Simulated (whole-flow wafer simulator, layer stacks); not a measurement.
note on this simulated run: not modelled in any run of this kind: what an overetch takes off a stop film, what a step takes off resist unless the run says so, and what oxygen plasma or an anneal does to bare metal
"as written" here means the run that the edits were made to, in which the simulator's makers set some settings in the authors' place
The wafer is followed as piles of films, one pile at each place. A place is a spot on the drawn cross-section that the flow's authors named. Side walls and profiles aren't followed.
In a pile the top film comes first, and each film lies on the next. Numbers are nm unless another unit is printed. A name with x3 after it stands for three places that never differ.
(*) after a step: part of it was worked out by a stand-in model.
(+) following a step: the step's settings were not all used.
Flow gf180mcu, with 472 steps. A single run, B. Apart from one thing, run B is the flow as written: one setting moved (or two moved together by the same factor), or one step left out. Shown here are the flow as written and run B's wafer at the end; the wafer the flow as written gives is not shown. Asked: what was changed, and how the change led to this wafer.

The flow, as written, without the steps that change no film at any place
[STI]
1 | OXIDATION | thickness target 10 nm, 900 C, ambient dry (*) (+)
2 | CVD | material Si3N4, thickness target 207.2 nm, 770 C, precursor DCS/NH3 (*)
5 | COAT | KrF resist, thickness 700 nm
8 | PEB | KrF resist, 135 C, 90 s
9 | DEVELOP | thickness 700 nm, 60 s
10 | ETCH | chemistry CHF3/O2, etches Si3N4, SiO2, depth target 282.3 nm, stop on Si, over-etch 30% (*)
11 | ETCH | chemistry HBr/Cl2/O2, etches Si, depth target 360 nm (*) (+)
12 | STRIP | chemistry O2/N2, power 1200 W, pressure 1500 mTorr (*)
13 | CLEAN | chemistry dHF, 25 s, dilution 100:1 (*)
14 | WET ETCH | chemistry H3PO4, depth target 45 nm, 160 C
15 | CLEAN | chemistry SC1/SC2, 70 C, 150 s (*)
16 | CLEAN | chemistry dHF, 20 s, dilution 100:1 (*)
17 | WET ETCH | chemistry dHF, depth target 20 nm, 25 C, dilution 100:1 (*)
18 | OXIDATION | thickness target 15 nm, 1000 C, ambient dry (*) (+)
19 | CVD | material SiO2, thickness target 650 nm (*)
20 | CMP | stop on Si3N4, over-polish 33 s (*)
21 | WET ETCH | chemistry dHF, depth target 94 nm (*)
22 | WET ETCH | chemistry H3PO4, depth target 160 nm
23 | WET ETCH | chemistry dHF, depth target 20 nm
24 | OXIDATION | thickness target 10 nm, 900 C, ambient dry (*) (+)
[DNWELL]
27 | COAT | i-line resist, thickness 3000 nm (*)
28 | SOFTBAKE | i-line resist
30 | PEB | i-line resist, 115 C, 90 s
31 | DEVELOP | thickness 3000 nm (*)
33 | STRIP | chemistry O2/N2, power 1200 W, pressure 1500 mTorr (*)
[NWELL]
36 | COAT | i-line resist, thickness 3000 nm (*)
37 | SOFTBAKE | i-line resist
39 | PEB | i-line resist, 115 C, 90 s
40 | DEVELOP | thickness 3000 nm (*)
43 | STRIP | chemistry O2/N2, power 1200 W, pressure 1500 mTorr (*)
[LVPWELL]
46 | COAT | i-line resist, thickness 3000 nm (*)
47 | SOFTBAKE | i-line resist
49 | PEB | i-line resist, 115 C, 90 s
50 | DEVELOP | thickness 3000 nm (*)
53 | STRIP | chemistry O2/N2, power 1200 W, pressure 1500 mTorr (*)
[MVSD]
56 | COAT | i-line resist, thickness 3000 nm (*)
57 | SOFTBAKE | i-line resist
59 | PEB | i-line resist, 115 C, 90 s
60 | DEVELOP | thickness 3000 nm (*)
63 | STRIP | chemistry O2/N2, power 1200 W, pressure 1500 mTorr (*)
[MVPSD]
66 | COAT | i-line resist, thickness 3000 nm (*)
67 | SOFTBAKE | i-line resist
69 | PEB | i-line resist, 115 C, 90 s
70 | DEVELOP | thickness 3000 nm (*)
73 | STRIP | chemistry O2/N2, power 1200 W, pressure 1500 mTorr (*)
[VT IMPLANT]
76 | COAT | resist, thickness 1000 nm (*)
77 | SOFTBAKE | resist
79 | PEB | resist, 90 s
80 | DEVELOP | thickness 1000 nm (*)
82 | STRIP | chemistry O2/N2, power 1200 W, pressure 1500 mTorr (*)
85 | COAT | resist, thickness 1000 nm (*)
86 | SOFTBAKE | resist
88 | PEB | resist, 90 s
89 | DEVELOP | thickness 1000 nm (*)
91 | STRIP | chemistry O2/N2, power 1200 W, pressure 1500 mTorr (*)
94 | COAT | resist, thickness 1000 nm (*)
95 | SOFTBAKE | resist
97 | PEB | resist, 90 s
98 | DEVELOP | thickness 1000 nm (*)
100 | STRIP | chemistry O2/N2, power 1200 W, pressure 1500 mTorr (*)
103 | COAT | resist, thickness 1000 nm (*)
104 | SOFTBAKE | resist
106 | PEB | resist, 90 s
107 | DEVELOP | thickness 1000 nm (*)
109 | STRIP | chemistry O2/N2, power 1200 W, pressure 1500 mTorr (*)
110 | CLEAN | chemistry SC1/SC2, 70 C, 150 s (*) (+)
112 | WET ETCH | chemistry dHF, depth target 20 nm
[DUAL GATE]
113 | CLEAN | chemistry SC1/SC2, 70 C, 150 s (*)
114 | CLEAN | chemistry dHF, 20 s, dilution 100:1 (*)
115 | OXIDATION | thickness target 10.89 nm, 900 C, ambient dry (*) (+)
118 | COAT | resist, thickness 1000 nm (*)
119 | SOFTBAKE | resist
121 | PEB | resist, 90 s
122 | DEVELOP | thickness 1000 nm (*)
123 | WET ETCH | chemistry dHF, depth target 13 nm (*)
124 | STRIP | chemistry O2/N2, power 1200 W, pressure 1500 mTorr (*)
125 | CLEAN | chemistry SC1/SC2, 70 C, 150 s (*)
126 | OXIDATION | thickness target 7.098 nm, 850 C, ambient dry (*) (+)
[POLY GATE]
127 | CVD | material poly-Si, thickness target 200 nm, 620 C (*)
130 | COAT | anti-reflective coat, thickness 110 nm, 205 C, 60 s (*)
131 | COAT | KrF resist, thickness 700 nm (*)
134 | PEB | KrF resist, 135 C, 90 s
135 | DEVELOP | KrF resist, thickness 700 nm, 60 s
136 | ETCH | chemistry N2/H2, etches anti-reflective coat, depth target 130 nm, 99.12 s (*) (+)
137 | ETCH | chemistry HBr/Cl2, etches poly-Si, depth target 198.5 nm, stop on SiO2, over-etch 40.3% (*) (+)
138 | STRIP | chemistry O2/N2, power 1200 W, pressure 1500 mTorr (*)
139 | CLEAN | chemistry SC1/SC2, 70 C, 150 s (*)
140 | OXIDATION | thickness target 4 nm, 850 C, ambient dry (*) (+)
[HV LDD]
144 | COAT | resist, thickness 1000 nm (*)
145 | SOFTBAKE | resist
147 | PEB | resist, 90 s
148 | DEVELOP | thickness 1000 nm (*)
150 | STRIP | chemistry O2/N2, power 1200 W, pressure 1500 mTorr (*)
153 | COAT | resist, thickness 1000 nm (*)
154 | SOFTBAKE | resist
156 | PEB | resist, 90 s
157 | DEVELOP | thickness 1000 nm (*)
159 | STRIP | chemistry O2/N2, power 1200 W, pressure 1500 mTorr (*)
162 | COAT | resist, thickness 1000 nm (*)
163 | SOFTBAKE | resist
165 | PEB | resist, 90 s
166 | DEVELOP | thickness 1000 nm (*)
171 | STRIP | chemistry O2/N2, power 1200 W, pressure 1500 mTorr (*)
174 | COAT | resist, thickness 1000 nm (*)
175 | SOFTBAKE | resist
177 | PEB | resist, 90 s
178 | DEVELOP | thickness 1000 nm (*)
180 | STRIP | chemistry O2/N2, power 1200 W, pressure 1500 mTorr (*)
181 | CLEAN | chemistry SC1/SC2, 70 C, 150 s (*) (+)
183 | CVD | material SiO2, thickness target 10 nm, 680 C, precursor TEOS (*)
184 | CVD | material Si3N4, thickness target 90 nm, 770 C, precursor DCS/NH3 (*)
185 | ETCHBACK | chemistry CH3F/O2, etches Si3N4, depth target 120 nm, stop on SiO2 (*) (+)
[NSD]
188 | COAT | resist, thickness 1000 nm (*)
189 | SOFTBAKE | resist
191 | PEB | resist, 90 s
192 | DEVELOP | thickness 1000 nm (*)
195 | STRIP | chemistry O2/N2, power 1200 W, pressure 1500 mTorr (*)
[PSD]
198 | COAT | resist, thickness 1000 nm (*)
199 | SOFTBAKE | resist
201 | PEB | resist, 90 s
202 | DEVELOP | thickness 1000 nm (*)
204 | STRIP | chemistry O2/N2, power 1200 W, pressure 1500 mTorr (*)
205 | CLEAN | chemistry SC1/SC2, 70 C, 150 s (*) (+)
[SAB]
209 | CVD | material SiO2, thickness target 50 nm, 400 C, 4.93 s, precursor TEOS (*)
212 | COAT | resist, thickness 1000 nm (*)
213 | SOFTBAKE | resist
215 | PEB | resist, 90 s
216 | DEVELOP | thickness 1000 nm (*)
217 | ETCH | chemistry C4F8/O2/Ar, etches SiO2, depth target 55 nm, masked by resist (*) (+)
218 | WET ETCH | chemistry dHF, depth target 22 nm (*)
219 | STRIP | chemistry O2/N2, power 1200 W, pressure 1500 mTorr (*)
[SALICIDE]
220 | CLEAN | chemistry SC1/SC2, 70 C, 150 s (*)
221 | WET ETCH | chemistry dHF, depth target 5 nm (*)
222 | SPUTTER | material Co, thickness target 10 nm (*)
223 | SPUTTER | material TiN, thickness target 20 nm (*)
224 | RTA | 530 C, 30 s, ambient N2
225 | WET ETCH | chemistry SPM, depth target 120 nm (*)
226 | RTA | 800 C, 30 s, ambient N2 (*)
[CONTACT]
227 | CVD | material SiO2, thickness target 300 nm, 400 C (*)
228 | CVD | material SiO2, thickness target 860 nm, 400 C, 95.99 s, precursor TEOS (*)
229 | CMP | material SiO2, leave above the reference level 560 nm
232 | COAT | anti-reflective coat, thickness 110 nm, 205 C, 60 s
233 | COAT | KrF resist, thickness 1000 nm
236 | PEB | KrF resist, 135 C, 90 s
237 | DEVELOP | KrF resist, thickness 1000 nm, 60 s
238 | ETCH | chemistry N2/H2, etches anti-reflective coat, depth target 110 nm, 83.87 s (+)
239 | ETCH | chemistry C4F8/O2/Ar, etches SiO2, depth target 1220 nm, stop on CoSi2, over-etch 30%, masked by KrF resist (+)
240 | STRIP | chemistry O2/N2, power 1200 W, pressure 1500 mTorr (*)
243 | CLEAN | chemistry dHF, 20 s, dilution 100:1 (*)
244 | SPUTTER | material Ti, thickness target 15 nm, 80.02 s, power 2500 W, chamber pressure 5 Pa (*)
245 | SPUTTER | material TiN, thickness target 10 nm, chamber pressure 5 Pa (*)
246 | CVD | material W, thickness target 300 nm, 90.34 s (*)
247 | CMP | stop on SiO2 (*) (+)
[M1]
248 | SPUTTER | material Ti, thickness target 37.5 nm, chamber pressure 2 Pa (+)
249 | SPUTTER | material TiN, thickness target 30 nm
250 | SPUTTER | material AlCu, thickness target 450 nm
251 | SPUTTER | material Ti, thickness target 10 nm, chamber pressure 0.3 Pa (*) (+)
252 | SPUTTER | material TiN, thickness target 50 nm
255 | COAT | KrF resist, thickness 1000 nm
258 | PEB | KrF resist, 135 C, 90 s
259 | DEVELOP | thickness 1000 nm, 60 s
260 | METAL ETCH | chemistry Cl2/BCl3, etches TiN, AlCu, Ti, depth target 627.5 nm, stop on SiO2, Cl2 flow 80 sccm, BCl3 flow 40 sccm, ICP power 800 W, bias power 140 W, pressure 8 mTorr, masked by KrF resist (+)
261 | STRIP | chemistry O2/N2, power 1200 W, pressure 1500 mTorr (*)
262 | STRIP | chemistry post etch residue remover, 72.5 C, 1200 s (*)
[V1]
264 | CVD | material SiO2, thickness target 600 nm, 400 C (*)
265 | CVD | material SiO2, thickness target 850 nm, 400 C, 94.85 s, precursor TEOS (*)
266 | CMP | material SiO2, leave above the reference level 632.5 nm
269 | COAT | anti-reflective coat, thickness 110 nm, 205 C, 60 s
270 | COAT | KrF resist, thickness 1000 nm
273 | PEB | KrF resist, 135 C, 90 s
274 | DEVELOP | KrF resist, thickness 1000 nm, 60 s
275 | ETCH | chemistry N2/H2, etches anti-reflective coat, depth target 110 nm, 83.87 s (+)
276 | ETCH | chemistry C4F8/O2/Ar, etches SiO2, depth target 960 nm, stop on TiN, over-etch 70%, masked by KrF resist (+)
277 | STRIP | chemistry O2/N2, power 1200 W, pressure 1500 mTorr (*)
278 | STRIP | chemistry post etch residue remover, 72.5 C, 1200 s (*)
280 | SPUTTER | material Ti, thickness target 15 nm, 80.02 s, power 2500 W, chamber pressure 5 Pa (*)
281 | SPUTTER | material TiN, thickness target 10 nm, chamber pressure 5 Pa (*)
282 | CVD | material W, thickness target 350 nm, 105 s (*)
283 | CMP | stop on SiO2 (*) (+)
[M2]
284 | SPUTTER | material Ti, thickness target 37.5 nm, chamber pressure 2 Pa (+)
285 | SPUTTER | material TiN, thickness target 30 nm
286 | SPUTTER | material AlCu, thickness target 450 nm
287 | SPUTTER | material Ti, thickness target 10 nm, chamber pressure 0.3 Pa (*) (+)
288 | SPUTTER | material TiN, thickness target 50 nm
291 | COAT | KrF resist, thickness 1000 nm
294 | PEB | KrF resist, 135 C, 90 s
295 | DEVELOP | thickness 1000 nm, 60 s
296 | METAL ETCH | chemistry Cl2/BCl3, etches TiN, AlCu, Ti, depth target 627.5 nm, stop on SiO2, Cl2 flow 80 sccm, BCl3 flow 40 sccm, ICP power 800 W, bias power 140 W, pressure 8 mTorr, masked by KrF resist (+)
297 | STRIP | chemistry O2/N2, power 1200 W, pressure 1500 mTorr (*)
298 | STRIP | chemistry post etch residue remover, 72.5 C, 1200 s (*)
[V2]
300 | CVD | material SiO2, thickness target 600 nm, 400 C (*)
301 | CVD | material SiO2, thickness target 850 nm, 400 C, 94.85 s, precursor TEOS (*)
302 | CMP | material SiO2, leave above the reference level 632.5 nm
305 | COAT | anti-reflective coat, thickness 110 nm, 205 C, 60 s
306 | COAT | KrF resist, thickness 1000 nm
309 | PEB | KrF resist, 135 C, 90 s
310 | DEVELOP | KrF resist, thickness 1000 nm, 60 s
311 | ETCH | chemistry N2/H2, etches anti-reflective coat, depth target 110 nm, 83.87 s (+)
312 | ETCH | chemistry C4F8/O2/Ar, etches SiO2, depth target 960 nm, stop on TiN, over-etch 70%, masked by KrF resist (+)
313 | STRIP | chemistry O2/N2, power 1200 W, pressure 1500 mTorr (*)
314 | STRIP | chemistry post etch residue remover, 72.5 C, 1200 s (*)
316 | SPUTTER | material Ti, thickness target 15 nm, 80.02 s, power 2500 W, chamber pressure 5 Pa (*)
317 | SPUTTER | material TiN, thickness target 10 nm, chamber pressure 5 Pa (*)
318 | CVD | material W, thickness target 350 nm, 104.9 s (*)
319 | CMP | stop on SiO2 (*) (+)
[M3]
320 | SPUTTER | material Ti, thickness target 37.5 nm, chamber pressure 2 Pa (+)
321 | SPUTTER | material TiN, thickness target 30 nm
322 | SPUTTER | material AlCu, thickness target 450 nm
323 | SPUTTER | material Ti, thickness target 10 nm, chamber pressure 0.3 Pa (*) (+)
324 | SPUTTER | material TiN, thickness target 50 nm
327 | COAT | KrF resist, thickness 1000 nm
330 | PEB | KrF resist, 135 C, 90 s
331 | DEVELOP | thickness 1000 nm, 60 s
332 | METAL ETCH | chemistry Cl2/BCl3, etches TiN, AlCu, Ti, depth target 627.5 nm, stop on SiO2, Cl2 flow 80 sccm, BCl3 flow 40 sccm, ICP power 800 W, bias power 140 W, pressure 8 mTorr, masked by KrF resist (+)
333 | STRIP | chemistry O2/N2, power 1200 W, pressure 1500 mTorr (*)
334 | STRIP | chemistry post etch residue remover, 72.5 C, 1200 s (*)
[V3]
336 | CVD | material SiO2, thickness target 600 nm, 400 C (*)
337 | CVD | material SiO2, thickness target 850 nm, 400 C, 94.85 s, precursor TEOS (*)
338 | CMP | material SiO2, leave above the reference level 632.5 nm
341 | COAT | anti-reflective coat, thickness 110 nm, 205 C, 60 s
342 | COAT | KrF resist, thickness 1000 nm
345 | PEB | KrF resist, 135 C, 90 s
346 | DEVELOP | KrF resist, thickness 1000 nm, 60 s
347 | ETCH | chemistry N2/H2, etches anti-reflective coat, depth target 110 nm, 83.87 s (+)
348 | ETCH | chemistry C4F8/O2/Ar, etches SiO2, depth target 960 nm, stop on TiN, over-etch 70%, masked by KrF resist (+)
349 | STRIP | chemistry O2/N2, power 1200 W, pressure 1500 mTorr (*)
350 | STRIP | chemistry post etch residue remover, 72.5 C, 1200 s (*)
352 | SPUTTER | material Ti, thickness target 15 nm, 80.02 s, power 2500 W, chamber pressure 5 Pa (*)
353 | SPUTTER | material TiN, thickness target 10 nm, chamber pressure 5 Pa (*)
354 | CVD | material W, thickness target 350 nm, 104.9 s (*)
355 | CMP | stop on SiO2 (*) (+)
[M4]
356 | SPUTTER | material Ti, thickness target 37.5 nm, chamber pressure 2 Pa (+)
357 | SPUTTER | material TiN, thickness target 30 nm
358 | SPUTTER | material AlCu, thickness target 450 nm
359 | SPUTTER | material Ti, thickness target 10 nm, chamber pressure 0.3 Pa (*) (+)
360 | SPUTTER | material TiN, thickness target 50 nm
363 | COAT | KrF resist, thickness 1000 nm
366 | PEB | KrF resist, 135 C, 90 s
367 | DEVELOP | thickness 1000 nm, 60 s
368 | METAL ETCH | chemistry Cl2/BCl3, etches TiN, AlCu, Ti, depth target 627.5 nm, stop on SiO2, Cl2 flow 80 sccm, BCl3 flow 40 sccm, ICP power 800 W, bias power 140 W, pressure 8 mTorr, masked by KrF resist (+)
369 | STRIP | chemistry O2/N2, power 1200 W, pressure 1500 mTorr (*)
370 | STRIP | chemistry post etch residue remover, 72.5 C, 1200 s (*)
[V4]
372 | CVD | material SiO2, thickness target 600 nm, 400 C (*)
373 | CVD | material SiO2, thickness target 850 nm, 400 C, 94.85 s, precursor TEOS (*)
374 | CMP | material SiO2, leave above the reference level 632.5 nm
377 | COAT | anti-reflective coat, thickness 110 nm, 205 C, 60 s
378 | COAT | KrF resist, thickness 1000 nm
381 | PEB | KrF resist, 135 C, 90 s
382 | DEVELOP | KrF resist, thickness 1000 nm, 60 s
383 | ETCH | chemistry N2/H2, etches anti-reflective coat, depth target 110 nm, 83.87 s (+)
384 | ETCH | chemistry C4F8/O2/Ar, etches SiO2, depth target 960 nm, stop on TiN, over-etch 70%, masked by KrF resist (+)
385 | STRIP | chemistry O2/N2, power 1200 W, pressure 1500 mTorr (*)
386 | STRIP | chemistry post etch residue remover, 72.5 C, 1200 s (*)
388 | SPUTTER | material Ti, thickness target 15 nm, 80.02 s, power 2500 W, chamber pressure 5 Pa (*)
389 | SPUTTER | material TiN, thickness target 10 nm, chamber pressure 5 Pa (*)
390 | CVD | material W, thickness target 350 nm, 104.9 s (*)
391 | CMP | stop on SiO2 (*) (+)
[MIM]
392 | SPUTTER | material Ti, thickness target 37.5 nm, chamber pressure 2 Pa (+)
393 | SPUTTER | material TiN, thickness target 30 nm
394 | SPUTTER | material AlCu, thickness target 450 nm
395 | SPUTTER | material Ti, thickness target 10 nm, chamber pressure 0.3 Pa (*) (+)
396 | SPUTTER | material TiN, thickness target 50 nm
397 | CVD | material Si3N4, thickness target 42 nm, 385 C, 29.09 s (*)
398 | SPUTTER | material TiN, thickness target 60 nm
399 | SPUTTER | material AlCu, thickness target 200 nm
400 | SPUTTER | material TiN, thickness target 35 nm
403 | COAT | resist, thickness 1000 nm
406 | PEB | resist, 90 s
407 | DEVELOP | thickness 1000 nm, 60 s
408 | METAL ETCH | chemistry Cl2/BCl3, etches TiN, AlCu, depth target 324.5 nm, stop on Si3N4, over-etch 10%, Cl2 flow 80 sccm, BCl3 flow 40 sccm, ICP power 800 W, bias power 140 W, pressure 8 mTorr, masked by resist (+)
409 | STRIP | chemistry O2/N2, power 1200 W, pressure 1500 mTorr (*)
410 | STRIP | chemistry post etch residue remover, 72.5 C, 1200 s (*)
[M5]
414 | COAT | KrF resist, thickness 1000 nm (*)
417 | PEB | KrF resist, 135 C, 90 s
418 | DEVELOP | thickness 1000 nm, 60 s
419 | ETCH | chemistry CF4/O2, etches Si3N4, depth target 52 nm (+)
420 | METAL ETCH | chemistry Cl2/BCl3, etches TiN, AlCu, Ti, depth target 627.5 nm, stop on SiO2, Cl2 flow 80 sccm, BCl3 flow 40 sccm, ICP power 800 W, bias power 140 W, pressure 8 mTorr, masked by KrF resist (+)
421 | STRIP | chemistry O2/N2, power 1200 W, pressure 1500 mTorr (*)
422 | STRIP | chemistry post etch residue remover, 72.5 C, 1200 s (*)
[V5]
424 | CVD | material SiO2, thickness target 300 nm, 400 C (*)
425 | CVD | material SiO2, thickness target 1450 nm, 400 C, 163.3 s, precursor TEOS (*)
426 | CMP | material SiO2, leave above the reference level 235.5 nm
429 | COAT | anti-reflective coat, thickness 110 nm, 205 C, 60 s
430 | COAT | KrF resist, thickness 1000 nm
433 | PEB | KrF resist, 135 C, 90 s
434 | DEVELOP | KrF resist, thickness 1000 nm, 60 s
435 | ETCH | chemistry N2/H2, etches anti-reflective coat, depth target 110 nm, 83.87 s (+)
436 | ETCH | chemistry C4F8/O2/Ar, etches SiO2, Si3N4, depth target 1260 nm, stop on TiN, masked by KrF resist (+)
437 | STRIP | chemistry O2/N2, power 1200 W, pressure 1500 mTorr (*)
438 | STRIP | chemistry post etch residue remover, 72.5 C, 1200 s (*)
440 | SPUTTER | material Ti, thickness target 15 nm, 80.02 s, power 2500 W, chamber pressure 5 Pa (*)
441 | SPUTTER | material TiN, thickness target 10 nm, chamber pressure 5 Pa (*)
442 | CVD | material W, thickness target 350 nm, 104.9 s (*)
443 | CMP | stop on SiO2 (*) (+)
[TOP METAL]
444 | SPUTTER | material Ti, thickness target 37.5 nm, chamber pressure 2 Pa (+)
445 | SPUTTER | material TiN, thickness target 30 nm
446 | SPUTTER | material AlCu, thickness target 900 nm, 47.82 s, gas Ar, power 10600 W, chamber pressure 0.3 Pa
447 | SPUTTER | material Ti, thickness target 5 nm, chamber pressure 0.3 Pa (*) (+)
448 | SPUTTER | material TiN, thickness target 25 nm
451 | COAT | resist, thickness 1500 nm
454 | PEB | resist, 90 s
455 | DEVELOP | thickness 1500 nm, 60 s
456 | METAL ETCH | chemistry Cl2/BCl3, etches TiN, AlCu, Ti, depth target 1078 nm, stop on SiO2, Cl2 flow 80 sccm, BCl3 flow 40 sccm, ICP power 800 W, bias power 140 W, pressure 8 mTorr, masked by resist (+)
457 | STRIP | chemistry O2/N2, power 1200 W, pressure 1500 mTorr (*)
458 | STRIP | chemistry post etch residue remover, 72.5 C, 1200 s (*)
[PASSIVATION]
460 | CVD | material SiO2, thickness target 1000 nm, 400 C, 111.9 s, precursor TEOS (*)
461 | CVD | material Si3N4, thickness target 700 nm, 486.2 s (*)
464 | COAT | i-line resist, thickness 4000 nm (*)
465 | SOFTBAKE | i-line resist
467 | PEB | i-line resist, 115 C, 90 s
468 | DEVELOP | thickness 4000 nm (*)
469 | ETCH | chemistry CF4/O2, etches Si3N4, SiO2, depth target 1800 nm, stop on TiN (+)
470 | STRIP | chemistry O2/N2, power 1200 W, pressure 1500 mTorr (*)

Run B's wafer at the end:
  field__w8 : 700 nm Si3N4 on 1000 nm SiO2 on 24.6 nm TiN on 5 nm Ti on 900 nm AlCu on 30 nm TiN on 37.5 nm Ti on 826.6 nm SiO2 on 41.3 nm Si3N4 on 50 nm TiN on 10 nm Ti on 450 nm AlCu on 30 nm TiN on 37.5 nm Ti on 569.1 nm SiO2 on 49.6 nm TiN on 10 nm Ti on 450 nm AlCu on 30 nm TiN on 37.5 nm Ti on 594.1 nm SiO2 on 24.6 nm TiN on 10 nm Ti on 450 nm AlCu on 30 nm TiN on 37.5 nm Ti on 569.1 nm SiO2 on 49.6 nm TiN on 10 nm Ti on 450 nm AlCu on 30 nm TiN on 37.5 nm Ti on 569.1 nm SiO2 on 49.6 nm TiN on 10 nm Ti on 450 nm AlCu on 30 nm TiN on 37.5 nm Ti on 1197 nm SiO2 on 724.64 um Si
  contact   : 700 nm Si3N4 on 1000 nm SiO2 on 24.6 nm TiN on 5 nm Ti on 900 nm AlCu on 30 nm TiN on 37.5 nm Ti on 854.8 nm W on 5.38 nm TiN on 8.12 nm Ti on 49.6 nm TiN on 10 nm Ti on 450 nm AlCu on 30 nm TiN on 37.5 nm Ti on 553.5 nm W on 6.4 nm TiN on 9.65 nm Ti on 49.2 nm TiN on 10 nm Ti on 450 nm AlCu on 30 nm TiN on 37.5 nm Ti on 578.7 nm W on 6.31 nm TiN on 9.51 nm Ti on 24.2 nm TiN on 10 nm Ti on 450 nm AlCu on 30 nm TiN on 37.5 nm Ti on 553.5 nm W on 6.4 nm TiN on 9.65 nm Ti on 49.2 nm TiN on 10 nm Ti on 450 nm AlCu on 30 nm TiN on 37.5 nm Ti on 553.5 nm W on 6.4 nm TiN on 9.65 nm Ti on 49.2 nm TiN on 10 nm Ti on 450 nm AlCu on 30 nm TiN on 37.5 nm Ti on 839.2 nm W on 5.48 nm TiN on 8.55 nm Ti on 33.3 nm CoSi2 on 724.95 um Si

What caused this: step 324, SPUTTER: thickness target 25 nm was run, whereas the flow has thickness target 50 nm.

How this came from the change, step by step:
  324 | SPUTTER | material TiN, thickness target 50 nm
      field, field__w1, field__w2 and 108 more: TiN gains 25 (new film) (as written it would have been: TiN gains 50 (new film))
  332 | METAL ETCH | chemistry Cl2/BCl3, etches TiN, AlCu, Ti, depth target 627.5 nm, stop on SiO2, Cl2 flow 80 sccm, BCl3 flow 40 sccm, ICP power 800 W, bias power 140 W, pressure 8 mTorr, masked by KrF resist (+)
      field, field__w1, field__w2 and 103 more: TiN loses 25 (all of it), Ti loses 10 (all of it), AlCu loses 450 (all of it), TiN loses 30 (all of it), Ti loses 37.5 (all of it) (as written it would have been: TiN loses 50 (all of it), Ti loses 10 (all of it), AlCu loses 450 (all of it), TiN loses 30 (all of it), Ti loses 37.5 (all of it))
  338 | CMP | material SiO2, leave above the reference level 632.5 nm
      field__w8, contact, m1, m1__w1, m1_nw: SiO2 loses 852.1 (as written it would have been: SiO2 loses 877.1)
  348 | ETCH | chemistry C4F8/O2/Ar, etches SiO2, depth target 960 nm, stop on TiN, over-etch 70%, masked by KrF resist (+)
      contact: SiO2 loses 597.1 (all of it) (as written it would have been: SiO2 loses 572.1 (all of it))
  354 | CVD | material W, thickness target 350 nm, 104.9 s (*)
      contact: W gains 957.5 (new film) (as written it would have been: W gains 932.3 (new film))
